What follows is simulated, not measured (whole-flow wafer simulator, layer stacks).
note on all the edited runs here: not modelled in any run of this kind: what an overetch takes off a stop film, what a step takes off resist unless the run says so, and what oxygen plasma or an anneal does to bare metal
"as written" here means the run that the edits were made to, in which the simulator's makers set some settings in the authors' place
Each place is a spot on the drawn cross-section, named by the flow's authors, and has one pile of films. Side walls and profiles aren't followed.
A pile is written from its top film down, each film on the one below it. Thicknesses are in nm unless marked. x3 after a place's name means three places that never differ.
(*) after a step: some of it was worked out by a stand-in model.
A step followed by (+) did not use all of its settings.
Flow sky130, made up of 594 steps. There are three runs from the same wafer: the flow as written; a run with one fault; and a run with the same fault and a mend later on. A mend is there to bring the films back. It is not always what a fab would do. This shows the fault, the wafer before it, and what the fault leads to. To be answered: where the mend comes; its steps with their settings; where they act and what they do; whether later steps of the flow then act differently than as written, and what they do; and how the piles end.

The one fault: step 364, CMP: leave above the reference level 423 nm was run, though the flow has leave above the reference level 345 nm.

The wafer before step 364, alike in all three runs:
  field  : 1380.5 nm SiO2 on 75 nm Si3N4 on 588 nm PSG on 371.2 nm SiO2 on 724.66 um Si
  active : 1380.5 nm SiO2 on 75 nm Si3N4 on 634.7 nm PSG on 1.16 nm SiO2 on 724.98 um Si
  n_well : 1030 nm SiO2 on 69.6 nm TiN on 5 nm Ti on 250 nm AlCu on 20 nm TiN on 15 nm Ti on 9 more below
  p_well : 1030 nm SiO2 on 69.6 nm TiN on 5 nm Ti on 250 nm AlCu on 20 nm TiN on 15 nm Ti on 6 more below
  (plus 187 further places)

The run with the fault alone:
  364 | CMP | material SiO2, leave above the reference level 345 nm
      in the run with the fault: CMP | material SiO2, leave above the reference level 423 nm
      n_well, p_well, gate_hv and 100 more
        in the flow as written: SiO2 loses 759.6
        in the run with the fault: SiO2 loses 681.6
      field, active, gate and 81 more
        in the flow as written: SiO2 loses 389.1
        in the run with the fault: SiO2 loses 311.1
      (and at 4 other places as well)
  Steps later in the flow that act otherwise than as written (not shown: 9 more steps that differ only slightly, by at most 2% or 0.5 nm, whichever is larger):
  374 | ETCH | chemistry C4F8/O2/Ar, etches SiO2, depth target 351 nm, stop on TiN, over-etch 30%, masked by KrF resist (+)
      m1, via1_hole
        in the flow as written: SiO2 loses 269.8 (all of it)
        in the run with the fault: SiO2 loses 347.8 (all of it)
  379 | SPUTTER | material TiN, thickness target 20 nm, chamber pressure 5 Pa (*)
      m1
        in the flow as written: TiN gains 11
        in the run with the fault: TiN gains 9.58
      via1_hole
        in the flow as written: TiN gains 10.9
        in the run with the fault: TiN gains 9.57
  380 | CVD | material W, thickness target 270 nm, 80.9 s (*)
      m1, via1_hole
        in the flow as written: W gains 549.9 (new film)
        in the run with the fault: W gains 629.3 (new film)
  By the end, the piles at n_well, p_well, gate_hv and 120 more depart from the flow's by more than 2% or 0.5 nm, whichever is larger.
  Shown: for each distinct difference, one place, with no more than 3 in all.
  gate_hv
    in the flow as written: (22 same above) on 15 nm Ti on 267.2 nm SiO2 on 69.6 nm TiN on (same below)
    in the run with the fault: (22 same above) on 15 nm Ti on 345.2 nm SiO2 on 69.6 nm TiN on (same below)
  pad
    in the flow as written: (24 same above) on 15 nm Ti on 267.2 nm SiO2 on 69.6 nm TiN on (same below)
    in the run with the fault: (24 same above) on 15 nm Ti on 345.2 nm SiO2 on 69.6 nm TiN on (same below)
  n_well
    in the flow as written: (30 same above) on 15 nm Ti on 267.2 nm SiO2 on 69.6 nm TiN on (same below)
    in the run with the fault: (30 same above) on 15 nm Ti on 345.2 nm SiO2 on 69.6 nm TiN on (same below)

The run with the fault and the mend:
  After step 364 comes the mend.
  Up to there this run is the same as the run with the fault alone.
  364a | CMP | material SiO2, leave above the reference level 345 nm (a further turn of the flow's step 364)
      field, active, n_well and 188 more
        SiO2 loses 78
  Later steps of the flow that are run all act as written at every place that is followed.
  By the end, the piles equal the flow's at every place that both follow.
